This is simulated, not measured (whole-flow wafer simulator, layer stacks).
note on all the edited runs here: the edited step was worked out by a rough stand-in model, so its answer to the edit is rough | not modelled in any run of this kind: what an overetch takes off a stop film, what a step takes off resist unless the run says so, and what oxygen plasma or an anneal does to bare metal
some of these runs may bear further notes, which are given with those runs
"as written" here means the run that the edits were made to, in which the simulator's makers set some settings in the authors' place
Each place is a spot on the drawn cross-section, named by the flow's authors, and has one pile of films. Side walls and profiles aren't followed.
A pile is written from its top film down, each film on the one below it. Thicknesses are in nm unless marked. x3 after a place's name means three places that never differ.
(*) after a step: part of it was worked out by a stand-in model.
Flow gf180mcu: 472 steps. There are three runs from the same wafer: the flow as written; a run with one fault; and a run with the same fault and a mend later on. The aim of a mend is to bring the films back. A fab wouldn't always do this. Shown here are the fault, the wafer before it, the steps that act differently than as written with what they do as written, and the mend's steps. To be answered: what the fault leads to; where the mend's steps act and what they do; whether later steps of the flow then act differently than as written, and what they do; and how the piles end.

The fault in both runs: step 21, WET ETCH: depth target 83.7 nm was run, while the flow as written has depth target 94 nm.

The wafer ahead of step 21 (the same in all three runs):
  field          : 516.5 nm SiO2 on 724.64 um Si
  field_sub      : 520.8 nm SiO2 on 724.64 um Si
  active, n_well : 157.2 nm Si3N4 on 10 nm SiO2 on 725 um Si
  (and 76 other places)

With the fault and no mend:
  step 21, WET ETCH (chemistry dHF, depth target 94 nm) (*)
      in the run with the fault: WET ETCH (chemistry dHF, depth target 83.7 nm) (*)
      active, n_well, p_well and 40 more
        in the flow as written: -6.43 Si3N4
        in the run with the fault: -5.73 Si3N4
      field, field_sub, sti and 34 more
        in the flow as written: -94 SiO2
        in the run with the fault: -83.7 SiO2
  Steps further on in the flow that do not act as written (85 other steps are not shown; they differ only slightly, by no more than 2% or 0.5 nm, whichever is larger):
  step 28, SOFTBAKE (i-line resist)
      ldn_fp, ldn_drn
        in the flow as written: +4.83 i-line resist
        in the run with the fault: +6.06 i-line resist
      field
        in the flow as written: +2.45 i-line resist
        in the run with the fault: +3.2 i-line resist
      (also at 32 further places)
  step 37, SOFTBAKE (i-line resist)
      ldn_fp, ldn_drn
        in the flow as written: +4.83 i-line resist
        in the run with the fault: +6.06 i-line resist
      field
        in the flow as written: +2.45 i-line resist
        in the run with the fault: +3.2 i-line resist
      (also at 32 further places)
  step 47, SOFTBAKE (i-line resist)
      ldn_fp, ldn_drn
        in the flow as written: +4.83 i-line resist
        in the run with the fault: +6.06 i-line resist
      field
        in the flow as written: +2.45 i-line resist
        in the run with the fault: +3.2 i-line resist
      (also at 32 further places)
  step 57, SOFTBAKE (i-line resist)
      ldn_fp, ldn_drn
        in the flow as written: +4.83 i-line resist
        in the run with the fault: +6.06 i-line resist
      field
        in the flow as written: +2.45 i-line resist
        in the run with the fault: +3.2 i-line resist
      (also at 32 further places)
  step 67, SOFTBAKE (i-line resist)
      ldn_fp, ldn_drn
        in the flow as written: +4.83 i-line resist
        in the run with the fault: +6.06 i-line resist
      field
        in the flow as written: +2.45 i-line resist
        in the run with the fault: +3.2 i-line resist
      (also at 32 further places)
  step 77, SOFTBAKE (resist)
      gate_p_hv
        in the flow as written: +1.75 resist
        in the run with the fault: +2.29 resist
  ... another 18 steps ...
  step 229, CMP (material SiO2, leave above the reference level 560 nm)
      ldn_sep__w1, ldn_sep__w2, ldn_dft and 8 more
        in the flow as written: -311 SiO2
        in the run with the fault: -321.3 SiO2
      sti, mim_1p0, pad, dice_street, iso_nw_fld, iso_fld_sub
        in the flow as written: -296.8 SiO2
        in the run with the fault: -307.1 SiO2
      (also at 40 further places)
  By the end, the piles at ld_fp_n, ld_fp_p, npoly_u and 9 more depart from the flow's by more than 2% or 0.5 nm, whichever is larger.
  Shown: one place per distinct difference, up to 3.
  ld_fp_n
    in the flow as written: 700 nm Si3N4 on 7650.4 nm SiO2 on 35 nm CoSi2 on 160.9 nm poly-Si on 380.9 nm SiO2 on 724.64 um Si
    in the run with the fault: 700 nm Si3N4 on 7640.2 nm SiO2 on 35 nm CoSi2 on 160.9 nm poly-Si on 391.1 nm SiO2 on 724.64 um Si
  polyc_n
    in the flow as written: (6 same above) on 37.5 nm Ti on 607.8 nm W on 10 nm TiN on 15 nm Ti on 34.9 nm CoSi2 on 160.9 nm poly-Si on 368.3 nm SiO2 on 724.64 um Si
    in the run with the fault: (6 same above) on 37.5 nm Ti on 597.5 nm W on 10 nm TiN on 15 nm Ti on 34.9 nm CoSi2 on 160.9 nm poly-Si on 378.6 nm SiO2 on 724.64 um Si
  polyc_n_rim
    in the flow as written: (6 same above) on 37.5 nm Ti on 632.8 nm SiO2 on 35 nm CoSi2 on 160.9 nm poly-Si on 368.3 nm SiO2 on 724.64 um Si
    in the run with the fault: (6 same above) on 37.5 nm Ti on 622.5 nm SiO2 on 35 nm CoSi2 on 160.9 nm poly-Si on 378.6 nm SiO2 on 724.64 um Si

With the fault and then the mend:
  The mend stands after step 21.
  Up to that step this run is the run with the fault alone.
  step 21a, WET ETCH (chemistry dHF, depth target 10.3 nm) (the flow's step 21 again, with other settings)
      field, field_sub, sti and 34 more
        -10.3 SiO2
  None of the later steps of the flow differs from how it acts as written, at any place that is followed, by more than 2% or 0.5 nm, whichever is larger.
  By the end, the piles equal the flow's at every place that both follow.
